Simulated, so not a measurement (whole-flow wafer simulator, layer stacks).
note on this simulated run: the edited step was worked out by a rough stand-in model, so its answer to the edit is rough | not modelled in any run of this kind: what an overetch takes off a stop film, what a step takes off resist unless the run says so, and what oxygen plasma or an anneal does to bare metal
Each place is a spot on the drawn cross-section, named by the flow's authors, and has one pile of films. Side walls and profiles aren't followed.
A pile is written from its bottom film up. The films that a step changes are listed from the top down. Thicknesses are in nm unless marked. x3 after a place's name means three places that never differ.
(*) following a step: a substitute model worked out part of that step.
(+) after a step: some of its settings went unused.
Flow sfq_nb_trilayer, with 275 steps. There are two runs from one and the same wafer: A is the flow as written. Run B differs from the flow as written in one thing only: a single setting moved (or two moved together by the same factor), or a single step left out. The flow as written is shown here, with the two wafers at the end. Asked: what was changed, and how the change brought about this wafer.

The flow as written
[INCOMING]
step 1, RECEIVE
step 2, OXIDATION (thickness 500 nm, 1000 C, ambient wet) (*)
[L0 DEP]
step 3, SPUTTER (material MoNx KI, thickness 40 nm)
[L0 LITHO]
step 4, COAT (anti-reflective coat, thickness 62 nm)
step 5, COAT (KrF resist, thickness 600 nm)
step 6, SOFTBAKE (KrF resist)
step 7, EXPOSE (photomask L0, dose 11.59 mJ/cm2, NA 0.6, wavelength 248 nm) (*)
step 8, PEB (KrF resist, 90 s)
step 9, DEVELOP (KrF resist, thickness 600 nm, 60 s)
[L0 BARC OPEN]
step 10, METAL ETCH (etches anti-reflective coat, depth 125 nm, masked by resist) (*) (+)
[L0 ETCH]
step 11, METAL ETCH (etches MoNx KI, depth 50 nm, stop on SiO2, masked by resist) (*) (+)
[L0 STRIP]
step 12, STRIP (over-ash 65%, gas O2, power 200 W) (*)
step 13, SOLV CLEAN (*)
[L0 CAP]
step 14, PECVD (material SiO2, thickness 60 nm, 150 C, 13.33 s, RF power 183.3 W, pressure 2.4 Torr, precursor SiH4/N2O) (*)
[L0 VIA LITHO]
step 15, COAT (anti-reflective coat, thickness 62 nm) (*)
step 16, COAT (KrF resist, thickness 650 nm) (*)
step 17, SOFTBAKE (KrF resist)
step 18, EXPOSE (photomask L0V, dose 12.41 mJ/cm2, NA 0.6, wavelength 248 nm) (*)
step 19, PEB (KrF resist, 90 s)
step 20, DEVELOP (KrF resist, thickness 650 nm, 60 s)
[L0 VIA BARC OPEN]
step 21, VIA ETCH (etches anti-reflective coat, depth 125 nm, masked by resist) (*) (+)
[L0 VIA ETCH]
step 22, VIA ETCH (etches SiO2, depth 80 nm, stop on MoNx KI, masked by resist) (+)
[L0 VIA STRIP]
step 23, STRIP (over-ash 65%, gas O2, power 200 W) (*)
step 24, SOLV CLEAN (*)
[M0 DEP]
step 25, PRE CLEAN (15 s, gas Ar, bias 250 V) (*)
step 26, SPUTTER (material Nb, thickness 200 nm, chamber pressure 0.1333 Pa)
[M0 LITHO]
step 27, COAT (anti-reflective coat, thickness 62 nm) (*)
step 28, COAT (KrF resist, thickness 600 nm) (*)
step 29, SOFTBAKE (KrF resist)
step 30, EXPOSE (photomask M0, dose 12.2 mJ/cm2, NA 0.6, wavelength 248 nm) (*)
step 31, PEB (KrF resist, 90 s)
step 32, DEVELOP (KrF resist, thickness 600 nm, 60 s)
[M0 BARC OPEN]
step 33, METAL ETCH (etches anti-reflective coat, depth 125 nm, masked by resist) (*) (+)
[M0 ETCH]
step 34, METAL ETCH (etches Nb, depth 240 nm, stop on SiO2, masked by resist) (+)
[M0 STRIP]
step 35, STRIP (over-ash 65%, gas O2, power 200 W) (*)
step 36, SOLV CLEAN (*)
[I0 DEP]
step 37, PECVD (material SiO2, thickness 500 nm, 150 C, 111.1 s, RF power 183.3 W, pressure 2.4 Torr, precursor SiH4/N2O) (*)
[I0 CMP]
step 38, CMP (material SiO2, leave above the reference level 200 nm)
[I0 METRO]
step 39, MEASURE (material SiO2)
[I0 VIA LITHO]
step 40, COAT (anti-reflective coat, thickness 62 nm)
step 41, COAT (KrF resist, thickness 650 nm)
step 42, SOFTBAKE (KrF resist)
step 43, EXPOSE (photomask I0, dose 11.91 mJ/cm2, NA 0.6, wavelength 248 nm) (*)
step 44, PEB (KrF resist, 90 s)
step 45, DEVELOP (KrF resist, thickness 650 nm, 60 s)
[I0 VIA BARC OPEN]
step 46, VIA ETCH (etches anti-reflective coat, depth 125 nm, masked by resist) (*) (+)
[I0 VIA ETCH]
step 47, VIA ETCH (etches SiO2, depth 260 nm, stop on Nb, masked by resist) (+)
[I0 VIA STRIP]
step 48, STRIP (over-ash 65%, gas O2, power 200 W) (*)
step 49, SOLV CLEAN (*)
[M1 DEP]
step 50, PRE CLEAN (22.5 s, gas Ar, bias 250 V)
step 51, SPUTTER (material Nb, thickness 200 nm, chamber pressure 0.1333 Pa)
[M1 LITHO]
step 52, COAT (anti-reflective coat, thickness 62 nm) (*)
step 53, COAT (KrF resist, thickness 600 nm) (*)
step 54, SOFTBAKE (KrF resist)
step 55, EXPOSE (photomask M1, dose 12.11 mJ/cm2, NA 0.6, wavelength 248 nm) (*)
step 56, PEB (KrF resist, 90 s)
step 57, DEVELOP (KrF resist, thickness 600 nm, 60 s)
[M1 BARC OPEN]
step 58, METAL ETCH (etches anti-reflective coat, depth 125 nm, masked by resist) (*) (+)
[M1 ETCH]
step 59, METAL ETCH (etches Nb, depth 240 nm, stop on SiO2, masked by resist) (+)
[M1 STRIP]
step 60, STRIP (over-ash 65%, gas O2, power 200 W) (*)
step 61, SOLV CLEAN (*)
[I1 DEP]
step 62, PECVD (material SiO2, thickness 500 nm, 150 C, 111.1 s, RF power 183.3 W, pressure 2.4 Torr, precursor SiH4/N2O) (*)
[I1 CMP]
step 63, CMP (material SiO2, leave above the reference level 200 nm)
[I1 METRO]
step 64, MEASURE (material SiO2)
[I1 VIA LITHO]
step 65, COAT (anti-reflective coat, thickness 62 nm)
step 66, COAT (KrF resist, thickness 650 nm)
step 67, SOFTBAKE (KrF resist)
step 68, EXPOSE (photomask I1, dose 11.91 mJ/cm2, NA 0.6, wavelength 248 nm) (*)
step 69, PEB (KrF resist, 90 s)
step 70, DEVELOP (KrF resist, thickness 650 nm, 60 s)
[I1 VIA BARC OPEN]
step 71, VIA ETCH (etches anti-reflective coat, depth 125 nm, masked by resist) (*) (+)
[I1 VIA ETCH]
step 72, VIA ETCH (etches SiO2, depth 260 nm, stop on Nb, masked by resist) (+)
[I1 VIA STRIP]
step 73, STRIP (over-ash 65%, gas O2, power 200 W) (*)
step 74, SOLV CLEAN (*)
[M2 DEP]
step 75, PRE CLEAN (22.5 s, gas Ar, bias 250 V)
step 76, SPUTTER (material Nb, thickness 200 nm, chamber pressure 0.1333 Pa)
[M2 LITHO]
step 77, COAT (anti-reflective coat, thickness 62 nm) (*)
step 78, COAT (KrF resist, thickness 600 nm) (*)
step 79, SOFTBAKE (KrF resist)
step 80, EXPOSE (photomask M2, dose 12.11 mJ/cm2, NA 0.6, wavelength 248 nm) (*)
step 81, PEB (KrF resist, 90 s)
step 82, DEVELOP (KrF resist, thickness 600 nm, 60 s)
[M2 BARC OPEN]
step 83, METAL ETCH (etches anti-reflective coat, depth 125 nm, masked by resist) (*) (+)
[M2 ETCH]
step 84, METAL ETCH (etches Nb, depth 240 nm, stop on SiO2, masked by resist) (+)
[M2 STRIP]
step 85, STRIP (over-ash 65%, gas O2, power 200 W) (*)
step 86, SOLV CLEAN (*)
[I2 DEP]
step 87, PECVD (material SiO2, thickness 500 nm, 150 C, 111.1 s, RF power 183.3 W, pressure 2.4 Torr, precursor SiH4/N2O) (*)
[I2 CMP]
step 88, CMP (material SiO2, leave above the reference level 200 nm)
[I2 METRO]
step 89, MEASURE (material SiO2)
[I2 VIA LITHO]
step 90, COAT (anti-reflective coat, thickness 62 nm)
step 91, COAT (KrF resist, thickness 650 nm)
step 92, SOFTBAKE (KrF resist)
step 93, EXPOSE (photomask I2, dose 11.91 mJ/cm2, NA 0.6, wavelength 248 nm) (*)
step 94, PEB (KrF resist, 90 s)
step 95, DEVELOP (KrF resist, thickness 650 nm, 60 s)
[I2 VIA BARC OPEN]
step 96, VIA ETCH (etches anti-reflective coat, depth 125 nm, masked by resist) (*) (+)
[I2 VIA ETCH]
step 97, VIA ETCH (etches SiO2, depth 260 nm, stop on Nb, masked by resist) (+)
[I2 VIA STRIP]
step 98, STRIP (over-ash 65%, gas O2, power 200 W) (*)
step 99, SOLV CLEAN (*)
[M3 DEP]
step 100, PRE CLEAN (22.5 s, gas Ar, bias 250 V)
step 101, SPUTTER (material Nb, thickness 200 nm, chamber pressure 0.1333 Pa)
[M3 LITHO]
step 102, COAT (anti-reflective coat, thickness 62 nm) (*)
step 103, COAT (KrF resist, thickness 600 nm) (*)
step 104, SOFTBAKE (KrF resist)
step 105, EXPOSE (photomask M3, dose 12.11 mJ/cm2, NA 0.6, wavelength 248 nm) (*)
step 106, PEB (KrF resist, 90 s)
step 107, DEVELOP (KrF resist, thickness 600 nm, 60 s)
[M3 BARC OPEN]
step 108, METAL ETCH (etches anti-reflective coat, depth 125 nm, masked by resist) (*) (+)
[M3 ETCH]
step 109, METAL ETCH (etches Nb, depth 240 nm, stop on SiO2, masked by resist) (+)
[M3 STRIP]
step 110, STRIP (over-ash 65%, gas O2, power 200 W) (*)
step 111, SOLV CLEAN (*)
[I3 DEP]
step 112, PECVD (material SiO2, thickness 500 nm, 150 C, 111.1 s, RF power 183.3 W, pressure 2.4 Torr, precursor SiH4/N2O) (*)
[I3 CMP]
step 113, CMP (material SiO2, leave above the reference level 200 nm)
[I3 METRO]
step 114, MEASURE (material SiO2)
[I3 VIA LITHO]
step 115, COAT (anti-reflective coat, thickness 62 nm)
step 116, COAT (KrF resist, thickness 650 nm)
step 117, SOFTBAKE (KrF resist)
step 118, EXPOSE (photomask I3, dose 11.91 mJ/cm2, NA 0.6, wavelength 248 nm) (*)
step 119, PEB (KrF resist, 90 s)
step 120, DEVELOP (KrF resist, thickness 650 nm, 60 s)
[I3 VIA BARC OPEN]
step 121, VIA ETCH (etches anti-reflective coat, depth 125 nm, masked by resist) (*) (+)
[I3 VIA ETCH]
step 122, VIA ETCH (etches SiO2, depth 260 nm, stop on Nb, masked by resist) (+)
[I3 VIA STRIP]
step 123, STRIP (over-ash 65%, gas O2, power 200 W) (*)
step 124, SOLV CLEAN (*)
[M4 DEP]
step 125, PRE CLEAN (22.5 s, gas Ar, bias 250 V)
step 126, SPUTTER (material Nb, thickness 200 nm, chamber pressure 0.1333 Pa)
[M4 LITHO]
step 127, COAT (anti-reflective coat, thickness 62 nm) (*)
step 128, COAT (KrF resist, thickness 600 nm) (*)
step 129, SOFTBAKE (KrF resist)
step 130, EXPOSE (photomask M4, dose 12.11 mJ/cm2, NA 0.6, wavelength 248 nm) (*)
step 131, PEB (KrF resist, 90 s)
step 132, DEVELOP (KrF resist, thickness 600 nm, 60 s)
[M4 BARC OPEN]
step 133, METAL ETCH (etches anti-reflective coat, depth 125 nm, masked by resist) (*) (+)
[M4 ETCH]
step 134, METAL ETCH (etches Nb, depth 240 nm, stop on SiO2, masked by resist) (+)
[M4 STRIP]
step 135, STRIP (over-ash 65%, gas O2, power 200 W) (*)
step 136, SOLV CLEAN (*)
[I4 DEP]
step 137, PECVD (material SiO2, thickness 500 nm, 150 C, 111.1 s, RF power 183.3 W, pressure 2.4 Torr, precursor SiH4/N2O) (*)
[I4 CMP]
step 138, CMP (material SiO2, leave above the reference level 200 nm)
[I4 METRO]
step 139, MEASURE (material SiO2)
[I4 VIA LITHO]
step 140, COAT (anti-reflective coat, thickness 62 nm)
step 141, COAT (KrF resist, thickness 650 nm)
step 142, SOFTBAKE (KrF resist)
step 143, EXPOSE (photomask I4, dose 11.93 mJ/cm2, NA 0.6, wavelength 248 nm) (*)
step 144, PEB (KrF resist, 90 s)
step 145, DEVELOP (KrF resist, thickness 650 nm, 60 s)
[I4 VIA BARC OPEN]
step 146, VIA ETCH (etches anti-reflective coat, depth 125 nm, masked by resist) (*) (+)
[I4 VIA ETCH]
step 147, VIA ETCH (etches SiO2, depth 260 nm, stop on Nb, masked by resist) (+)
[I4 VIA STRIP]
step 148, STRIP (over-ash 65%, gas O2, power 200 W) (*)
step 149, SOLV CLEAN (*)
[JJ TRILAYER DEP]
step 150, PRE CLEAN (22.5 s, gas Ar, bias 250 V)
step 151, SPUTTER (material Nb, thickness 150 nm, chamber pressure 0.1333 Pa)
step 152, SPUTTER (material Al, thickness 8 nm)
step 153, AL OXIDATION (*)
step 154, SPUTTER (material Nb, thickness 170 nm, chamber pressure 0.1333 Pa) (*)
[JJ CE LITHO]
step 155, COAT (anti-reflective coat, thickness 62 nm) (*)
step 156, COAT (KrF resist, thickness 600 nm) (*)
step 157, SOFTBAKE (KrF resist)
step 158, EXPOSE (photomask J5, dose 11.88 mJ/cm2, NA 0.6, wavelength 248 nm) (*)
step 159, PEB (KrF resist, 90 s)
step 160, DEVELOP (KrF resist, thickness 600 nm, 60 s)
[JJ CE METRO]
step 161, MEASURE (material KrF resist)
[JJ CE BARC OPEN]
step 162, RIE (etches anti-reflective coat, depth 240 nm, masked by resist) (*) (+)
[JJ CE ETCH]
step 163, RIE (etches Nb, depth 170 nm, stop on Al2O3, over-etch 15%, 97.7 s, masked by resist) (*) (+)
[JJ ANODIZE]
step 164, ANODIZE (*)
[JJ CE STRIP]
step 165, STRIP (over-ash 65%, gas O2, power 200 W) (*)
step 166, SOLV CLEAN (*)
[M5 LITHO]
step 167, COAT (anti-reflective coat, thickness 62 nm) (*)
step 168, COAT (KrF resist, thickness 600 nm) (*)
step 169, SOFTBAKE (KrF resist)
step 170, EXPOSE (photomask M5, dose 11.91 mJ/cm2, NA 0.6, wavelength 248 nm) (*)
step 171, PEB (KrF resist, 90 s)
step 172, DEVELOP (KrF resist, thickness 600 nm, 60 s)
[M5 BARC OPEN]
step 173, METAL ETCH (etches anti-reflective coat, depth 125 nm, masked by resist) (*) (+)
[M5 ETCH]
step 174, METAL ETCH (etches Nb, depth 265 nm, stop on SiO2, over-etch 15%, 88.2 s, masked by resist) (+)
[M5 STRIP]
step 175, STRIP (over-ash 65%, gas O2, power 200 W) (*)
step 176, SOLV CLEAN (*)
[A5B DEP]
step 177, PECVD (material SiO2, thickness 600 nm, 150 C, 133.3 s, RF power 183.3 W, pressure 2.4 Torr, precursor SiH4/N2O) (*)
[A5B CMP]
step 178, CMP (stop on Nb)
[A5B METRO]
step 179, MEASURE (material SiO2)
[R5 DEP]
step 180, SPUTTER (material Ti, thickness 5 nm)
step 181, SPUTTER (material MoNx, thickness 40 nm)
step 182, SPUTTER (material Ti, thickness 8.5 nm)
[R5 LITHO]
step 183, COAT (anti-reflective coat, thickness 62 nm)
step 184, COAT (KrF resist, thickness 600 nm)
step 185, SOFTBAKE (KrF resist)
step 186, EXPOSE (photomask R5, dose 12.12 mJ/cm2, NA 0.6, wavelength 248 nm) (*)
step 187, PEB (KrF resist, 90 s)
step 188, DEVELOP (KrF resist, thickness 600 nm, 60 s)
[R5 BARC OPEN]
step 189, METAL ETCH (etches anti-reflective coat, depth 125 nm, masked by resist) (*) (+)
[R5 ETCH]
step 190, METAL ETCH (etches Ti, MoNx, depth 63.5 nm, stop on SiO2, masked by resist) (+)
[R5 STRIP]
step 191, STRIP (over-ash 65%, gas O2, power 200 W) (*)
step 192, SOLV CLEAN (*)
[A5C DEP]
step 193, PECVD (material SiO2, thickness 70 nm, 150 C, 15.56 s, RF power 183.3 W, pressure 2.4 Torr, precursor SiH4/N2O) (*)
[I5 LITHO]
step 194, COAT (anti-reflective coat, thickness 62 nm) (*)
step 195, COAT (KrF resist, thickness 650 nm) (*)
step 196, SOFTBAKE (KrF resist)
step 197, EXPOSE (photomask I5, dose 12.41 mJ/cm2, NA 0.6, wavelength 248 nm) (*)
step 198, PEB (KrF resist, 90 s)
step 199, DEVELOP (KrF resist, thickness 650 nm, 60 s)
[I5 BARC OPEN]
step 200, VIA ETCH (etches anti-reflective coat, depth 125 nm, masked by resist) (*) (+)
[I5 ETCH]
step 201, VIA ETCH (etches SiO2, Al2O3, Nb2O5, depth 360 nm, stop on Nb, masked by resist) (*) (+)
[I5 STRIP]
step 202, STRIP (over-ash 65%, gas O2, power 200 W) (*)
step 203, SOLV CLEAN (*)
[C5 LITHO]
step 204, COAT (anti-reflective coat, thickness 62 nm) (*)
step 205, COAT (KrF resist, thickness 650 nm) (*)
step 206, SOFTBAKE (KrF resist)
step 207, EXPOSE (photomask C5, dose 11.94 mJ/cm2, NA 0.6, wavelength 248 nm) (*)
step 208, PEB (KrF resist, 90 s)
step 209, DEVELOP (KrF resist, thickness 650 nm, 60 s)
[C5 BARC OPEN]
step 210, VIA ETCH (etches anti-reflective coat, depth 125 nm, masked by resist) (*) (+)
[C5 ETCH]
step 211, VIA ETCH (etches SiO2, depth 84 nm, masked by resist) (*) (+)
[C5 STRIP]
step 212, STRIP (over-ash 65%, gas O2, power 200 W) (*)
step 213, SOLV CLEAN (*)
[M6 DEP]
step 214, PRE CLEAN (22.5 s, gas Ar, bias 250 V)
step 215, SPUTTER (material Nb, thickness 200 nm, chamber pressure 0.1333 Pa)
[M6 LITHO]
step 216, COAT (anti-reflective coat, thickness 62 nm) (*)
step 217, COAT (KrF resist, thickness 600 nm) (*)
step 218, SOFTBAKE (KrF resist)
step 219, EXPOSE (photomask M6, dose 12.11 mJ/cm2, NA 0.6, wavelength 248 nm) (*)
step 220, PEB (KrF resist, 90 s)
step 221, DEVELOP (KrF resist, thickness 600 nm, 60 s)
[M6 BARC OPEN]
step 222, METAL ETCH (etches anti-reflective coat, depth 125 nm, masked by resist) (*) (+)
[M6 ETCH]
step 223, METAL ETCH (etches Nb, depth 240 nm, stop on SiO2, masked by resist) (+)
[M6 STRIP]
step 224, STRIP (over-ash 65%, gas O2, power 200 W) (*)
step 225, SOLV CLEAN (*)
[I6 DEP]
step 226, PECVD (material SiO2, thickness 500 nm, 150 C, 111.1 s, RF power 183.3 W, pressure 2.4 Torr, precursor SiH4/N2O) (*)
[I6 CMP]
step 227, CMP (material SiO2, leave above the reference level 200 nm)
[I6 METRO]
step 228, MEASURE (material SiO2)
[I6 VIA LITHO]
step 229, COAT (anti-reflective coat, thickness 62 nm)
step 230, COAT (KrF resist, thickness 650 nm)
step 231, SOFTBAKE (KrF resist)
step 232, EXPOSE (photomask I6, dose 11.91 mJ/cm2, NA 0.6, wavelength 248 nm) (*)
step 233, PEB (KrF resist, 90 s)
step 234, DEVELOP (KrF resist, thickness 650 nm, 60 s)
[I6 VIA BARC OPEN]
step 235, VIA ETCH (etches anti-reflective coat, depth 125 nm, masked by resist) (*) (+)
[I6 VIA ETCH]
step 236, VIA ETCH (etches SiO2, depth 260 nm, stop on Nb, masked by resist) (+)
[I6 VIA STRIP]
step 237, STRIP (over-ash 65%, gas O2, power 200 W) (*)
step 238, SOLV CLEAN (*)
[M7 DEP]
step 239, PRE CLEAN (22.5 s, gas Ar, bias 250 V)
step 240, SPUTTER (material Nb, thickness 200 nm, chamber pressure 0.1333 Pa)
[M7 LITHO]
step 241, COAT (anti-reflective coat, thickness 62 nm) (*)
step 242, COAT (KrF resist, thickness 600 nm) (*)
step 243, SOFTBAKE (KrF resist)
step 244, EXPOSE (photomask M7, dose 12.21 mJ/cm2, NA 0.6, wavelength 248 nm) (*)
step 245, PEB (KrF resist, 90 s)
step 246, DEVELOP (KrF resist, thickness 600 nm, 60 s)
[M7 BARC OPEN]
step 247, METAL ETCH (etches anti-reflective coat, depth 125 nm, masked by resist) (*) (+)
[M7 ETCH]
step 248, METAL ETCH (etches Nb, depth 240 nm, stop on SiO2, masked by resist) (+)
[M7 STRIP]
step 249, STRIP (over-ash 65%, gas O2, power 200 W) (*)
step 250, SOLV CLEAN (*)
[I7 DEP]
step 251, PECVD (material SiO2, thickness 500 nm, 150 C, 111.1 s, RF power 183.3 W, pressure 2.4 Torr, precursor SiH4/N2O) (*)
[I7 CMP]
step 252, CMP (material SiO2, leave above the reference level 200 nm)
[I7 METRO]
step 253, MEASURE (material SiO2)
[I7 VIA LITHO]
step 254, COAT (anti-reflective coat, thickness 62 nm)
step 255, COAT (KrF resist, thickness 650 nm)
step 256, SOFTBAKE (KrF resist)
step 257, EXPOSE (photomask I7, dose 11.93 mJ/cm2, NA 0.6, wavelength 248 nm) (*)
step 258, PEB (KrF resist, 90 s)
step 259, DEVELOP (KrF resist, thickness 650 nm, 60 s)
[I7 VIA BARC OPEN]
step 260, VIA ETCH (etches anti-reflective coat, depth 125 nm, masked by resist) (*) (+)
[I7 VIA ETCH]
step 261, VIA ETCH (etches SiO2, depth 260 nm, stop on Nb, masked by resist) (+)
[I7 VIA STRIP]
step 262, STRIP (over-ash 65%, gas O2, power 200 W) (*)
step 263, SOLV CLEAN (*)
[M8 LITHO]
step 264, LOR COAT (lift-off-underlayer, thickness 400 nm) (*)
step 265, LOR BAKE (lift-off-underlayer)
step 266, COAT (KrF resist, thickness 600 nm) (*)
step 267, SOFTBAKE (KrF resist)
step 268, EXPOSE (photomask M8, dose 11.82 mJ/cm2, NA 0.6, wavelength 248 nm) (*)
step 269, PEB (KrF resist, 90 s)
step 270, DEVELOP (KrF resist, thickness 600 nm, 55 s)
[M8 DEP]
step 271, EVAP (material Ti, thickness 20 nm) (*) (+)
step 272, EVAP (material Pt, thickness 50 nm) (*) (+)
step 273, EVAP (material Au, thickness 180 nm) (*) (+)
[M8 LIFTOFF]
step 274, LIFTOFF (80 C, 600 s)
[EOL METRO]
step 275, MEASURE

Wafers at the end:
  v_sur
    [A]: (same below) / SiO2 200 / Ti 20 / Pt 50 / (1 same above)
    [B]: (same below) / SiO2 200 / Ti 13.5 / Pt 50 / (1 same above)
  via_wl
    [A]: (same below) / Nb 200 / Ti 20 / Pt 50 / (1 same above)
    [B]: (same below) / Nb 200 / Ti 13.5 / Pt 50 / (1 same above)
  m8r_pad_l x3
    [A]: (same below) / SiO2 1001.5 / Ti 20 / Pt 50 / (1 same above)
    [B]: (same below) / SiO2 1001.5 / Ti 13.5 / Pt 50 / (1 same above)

The reason: step 271, EVAP: thickness 13.5 nm was run, whereas the flow has thickness 20 nm.
The wafer lets one read it off: v_sur has Ti 13.5, and step 271 as written asks for 20 nm.

How this came from the change, step by step:
  step 271, EVAP (material Ti, thickness 20 nm) (*) (+)
      field_l, v_sur, via_wl and 103 more: A +20 Ti (new film) | B +13.5 Ti (new film)
  step 274, LIFTOFF (80 C, 600 s)
      p4_fl x3, p4_w1 x9, p4_g1 x2 and 60 more: A -180 Au (all of it), -50 Pt (all of it), -20 Ti (all of it), -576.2 KrF resist (all of it), -400 lift-off-underlayer (all of it) | B -180 Au (all of it), -50 Pt (all of it), -13.5 Ti (all of it), -576.2 KrF resist (all of it), -400 lift-off-underlayer (all of it)
      c5j, ce_r: A -180 Au (all of it), -50 Pt (all of it), -20 Ti (all of it), -573.3 KrF resist (all of it), -399.3 lift-off-underlayer (all of it) | B -180 Au (all of it), -50 Pt (all of it), -13.5 Ti (all of it), -573.3 KrF resist (all of it), -399.3 lift-off-underlayer (all of it)
      (as well as at 19 more places)
